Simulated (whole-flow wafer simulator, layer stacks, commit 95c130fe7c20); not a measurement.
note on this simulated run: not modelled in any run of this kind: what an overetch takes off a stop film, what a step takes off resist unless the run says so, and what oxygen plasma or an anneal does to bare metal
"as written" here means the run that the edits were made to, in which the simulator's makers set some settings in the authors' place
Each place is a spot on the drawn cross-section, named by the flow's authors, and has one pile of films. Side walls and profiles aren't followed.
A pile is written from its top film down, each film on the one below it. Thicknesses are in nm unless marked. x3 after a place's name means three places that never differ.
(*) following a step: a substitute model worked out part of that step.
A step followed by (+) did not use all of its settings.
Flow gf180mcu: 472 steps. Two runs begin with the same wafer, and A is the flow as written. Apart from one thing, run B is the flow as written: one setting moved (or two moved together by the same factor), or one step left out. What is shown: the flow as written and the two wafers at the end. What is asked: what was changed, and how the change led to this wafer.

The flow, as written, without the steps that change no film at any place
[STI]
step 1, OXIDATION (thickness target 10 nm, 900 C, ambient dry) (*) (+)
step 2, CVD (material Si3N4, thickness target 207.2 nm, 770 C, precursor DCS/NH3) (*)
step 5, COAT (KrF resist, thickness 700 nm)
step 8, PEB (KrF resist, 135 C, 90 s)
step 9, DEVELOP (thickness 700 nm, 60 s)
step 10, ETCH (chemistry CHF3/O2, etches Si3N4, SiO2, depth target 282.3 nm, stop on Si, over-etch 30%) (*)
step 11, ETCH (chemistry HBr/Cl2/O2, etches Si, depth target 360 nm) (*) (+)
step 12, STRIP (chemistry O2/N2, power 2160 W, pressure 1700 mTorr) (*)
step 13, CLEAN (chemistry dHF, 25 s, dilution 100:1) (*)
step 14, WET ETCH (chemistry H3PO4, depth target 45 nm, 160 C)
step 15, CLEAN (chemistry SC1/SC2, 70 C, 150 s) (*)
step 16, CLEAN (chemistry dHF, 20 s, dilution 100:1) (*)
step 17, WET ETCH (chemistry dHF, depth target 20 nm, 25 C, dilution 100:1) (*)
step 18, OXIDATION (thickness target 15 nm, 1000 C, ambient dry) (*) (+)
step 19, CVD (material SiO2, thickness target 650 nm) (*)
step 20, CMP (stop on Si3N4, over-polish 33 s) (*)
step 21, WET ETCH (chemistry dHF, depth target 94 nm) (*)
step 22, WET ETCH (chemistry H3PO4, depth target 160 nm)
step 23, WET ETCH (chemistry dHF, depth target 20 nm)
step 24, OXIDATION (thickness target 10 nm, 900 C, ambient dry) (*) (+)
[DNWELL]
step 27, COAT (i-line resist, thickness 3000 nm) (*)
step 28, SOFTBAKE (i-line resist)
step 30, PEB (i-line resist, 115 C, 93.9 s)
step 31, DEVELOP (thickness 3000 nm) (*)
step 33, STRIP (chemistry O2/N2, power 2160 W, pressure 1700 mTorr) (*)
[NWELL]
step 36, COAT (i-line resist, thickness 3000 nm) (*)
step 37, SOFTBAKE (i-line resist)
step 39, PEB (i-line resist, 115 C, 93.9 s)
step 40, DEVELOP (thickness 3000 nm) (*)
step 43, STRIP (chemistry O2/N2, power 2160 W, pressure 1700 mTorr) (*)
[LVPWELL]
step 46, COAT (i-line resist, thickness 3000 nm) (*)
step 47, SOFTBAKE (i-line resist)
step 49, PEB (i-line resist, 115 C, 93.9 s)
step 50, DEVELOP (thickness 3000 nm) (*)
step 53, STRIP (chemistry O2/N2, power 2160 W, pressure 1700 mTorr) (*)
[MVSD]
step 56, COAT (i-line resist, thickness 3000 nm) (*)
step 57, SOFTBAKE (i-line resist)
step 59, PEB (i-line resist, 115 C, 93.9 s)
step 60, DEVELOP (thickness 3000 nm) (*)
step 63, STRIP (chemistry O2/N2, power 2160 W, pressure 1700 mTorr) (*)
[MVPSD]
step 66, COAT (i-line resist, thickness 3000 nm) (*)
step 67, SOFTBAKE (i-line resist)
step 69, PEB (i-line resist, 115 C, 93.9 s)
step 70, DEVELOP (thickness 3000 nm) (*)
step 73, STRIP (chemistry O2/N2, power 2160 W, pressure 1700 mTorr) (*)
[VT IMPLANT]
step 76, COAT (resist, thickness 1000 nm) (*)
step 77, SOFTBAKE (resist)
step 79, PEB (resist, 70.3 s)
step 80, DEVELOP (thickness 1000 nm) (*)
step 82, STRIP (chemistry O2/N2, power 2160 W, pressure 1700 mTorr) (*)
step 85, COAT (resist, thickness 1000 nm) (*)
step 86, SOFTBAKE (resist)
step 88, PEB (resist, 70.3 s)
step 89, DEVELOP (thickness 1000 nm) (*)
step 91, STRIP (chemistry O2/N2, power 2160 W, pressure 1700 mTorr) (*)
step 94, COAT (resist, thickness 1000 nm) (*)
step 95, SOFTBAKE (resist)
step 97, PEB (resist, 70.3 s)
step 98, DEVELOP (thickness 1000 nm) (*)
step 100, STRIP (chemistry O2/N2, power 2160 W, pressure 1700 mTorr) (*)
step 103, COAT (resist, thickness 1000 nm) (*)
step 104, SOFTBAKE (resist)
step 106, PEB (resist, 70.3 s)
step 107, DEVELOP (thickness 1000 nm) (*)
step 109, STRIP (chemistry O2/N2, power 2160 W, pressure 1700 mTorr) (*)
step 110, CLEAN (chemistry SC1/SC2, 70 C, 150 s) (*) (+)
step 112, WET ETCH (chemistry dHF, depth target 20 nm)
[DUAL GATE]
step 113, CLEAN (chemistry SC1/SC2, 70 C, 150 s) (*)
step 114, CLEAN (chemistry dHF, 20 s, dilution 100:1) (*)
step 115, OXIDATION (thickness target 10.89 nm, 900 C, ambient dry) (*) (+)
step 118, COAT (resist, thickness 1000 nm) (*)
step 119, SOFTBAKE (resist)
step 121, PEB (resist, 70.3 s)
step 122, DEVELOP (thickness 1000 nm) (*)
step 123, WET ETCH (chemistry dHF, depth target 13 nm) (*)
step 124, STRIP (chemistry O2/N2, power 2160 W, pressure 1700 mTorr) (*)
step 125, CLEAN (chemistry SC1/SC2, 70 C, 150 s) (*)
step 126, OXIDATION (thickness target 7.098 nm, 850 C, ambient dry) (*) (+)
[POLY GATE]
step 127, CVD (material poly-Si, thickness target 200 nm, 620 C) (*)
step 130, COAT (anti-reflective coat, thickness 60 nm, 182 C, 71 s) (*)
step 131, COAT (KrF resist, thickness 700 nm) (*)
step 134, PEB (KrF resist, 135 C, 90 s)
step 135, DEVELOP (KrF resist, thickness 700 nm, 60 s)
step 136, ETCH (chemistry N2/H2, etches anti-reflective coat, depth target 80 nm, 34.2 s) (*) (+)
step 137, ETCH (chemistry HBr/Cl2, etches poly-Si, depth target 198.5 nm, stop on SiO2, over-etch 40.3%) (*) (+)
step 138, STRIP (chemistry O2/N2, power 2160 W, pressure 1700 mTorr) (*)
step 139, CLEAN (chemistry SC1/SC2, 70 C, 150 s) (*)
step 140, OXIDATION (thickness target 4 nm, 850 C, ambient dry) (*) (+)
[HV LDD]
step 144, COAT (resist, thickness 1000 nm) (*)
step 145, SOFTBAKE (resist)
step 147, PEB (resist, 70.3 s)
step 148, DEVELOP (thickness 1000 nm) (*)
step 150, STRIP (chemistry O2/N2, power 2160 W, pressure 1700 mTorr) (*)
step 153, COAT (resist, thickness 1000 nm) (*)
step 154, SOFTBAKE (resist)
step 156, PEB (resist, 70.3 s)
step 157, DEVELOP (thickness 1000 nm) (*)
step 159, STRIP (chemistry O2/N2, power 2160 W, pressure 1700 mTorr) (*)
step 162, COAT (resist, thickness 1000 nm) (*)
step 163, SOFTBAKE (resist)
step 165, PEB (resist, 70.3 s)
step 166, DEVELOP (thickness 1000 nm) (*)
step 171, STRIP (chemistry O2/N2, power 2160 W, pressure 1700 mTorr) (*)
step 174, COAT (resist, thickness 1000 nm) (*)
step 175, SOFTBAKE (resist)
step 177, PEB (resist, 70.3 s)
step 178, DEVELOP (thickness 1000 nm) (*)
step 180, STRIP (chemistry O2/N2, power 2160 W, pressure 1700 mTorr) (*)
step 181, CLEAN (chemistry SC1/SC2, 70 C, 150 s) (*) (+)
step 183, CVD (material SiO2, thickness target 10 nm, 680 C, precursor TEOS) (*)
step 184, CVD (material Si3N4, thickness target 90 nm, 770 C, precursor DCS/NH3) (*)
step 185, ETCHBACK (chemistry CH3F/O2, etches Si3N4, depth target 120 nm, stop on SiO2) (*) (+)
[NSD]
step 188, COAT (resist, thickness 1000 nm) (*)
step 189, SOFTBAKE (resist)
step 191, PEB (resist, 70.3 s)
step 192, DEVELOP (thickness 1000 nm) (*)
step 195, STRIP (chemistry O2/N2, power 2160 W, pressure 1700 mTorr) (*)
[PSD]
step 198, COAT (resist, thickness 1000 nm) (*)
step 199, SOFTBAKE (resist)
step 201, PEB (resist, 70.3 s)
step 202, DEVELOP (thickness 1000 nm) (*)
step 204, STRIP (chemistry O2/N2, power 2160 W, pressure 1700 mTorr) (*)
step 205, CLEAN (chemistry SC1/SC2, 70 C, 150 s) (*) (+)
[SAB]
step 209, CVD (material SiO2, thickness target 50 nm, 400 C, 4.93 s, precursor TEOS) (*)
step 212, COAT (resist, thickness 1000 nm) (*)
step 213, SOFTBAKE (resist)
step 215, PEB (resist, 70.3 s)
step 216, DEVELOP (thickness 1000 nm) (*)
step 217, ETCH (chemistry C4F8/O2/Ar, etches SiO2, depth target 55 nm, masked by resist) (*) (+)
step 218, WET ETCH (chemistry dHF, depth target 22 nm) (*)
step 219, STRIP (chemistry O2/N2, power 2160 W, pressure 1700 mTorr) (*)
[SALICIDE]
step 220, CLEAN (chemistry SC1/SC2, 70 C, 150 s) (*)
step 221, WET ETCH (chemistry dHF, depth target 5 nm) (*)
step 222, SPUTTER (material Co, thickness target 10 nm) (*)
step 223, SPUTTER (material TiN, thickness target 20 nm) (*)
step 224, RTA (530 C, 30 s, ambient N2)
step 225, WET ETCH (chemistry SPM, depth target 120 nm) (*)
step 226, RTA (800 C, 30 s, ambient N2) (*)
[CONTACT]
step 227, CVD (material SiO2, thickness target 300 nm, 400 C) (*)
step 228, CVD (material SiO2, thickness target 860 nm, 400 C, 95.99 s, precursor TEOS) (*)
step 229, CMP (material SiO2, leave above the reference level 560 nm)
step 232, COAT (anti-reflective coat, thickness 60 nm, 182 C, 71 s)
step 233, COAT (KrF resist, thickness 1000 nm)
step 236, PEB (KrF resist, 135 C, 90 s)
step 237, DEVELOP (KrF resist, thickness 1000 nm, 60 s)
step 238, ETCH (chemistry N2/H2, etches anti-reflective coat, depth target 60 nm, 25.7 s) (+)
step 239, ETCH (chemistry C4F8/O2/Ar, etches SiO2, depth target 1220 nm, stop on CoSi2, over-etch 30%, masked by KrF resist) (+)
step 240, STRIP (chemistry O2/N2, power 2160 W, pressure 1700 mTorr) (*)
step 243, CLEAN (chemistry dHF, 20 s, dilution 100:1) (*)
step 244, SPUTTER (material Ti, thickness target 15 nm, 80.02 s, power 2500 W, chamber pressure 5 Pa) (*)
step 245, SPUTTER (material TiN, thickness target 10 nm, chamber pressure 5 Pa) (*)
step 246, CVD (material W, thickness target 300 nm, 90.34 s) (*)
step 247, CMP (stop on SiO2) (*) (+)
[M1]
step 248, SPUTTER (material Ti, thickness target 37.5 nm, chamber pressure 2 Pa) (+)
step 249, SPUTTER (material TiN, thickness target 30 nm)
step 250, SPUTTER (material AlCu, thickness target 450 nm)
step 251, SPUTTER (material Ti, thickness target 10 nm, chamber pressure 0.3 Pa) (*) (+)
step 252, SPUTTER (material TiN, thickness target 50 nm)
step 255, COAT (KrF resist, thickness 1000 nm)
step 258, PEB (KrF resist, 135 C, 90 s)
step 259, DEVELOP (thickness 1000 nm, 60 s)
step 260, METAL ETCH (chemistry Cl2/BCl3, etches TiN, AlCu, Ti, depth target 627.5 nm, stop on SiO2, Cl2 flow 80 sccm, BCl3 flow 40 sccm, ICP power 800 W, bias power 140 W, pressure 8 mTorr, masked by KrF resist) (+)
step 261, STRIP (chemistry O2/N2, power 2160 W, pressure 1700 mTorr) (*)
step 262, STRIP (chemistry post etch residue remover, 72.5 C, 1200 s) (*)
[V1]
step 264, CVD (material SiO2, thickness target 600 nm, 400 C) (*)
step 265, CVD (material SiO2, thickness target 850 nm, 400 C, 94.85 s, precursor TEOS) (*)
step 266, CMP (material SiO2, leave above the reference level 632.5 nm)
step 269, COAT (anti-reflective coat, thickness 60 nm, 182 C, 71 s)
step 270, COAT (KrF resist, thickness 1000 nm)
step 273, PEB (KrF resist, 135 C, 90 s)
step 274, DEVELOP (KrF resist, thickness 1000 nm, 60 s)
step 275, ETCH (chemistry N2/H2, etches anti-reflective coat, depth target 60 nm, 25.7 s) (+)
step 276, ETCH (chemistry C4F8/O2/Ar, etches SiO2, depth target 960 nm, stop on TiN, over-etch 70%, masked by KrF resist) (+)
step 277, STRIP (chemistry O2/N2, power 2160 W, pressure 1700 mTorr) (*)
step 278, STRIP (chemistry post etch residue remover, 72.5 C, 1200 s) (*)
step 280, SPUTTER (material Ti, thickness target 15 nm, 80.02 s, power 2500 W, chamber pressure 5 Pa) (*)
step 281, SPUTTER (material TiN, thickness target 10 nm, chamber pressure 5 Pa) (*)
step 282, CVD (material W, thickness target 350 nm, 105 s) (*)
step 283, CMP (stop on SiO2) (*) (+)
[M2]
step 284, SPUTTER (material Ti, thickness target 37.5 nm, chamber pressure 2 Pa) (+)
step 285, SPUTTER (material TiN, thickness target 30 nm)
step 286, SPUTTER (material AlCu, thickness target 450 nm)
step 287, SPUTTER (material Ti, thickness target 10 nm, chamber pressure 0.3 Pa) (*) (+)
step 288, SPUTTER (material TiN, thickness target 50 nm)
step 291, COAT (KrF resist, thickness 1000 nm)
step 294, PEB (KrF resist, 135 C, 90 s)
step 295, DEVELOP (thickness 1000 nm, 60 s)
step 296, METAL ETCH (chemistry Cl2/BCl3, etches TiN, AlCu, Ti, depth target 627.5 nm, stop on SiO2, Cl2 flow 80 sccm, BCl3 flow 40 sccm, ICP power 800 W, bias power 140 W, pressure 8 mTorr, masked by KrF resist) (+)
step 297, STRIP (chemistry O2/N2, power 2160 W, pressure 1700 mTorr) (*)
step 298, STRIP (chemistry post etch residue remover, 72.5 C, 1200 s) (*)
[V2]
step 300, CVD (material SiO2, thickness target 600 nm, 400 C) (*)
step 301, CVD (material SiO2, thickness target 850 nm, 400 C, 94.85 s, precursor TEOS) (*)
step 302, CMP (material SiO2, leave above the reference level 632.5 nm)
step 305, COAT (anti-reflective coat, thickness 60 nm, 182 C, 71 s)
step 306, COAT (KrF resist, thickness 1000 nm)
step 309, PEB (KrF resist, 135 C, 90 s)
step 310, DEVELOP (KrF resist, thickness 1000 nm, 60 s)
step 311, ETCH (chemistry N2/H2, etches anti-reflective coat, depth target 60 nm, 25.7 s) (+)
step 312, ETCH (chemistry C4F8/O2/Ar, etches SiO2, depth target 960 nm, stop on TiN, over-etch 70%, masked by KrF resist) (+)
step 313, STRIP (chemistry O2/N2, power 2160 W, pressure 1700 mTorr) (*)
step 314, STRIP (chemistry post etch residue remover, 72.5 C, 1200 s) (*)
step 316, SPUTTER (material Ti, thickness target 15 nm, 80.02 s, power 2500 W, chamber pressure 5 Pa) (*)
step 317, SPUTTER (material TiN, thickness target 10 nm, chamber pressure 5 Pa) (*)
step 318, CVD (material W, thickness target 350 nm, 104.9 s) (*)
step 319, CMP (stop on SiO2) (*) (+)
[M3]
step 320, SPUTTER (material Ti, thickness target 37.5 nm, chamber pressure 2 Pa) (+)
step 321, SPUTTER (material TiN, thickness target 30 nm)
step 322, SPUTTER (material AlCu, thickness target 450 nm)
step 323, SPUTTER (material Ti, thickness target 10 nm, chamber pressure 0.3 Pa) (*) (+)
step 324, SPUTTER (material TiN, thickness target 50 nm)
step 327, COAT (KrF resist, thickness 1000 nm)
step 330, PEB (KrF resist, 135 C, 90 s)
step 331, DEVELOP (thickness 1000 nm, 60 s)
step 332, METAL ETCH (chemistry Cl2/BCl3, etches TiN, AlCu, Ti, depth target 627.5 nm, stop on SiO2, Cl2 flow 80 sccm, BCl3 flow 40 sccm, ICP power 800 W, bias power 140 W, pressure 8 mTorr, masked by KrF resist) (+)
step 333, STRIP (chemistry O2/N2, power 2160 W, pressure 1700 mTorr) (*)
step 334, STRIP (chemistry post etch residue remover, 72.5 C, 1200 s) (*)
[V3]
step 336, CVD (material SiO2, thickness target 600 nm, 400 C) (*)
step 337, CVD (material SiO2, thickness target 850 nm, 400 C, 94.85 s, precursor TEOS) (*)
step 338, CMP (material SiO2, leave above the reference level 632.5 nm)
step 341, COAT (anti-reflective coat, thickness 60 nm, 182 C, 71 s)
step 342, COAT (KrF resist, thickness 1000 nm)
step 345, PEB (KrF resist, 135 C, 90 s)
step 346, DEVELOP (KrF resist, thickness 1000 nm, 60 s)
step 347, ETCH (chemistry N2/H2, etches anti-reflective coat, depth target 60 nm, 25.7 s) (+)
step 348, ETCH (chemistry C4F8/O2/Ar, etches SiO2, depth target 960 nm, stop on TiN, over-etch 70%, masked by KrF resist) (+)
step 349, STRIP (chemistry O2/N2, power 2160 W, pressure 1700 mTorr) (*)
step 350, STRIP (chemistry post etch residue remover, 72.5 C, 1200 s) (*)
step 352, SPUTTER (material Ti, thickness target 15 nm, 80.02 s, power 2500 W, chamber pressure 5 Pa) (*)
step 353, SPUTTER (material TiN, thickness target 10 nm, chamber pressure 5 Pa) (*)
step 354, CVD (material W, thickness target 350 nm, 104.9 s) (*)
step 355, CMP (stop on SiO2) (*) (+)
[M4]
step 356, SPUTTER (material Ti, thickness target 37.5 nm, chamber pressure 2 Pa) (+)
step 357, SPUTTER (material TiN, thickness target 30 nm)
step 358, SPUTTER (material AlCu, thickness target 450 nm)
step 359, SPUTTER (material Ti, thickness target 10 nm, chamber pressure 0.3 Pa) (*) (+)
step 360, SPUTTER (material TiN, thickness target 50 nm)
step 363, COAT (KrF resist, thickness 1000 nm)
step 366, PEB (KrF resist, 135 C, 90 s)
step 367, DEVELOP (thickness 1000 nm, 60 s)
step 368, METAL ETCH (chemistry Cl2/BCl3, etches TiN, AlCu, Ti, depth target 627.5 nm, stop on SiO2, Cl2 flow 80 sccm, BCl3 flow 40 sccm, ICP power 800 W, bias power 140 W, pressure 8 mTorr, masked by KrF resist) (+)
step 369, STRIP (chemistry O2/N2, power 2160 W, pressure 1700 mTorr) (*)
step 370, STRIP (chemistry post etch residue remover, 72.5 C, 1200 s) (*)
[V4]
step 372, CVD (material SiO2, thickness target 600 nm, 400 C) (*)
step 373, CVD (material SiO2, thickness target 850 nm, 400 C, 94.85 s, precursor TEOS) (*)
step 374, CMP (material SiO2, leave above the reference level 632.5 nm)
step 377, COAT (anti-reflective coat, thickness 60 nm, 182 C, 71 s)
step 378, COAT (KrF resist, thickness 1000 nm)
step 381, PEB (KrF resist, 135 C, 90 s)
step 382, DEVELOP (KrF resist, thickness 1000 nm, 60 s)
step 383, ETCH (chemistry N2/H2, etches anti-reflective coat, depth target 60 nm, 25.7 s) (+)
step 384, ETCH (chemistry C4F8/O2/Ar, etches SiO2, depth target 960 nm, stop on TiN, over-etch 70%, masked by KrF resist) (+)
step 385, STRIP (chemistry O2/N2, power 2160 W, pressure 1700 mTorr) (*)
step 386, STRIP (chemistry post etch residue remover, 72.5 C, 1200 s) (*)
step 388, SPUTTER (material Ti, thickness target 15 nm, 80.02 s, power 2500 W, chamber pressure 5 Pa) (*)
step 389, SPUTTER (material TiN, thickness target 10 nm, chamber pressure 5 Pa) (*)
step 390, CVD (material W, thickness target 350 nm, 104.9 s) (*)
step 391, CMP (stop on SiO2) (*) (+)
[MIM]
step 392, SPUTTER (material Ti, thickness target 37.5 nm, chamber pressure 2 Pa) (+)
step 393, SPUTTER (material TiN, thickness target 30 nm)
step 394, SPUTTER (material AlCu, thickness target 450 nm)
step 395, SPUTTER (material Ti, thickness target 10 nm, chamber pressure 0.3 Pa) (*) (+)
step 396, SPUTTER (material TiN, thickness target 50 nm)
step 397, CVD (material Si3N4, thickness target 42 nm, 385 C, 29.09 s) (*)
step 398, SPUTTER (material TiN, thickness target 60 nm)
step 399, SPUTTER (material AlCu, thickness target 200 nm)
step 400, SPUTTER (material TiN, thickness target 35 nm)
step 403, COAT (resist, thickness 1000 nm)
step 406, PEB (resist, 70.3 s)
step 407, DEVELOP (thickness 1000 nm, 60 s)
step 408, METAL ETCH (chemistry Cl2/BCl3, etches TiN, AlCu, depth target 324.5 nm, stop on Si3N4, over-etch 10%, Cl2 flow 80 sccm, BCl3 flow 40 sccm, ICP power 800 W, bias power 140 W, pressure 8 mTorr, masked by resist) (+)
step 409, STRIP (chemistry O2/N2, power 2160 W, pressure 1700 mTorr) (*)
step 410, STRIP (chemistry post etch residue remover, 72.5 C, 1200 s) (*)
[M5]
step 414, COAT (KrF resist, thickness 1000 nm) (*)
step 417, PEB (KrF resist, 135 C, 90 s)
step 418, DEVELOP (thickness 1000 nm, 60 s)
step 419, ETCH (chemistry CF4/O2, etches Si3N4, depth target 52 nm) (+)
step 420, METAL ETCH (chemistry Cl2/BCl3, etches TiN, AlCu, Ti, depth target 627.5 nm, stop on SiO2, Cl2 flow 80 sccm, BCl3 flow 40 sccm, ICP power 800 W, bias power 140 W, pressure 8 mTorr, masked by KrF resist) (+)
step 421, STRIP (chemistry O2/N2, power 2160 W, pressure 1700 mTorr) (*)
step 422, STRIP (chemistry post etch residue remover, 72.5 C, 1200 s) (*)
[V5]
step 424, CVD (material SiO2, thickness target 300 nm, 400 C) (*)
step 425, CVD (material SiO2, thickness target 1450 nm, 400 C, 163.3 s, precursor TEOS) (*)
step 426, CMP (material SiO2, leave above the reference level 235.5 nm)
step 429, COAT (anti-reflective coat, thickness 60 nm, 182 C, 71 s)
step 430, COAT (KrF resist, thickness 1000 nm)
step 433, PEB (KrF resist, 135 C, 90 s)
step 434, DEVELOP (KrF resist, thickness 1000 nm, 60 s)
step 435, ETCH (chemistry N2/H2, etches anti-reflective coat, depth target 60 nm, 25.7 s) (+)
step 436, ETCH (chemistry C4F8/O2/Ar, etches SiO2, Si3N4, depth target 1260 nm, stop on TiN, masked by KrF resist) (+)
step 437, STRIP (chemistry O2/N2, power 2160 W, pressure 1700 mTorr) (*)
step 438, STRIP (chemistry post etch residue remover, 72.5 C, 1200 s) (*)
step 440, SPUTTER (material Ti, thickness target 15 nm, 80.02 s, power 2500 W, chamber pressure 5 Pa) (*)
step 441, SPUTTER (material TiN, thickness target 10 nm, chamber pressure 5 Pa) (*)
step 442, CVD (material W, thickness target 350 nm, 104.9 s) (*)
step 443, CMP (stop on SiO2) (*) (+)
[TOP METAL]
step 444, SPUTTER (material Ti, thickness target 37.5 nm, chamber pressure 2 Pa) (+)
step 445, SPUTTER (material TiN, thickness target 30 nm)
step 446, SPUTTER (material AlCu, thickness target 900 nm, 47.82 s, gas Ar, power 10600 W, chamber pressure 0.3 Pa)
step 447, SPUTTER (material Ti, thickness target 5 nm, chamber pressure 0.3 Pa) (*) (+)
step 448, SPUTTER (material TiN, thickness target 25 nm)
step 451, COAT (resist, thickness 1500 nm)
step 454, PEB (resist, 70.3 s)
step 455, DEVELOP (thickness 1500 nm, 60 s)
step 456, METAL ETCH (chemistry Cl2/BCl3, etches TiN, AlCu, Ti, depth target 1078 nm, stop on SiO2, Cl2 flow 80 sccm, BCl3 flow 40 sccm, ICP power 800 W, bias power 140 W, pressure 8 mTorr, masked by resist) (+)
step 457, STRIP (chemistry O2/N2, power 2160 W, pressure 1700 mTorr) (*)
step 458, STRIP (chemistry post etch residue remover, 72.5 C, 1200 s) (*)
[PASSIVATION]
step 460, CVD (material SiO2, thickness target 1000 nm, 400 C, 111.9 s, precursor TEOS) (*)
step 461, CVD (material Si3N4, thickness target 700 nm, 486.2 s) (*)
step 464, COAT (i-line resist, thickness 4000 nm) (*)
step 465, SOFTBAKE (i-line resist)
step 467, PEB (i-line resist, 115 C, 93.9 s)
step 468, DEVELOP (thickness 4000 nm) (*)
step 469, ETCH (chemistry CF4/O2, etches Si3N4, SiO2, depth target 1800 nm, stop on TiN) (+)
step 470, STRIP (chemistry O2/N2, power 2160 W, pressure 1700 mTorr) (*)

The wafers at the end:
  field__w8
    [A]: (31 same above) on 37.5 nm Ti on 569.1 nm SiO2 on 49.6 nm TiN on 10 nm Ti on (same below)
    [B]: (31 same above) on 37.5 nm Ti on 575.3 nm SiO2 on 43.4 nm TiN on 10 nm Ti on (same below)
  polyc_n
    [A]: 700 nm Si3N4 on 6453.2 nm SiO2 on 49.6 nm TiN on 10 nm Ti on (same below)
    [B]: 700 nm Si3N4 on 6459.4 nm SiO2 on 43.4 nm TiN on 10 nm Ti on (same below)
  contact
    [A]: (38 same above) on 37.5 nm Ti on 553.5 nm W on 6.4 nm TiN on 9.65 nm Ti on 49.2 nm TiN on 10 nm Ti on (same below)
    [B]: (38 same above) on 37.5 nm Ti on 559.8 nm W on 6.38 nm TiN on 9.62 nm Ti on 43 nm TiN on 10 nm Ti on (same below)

The reason: step 252, SPUTTER: thickness target 43.8 nm was run, whereas the flow has thickness target 50 nm.

Step by step, how the change led to this:
  step 252, SPUTTER (material TiN, thickness target 50 nm)
      field, field__w1, field__w2 and 108 more: A +50 TiN (new film) | B +43.8 TiN (new film)
  step 260, METAL ETCH (chemistry Cl2/BCl3, etches TiN, AlCu, Ti, depth target 627.5 nm, stop on SiO2, Cl2 flow 80 sccm, BCl3 flow 40 sccm, ICP power 800 W, bias power 140 W, pressure 8 mTorr, masked by KrF resist) (+)
      field, field__w1, field__w2 and 99 more: A -50 TiN (all of it), -10 Ti (all of it), -450 AlCu (all of it), -30 TiN (all of it), -37.5 Ti (all of it) | B -43.8 TiN (all of it), -10 Ti (all of it), -450 AlCu (all of it), -30 TiN (all of it), -37.5 Ti (all of it)
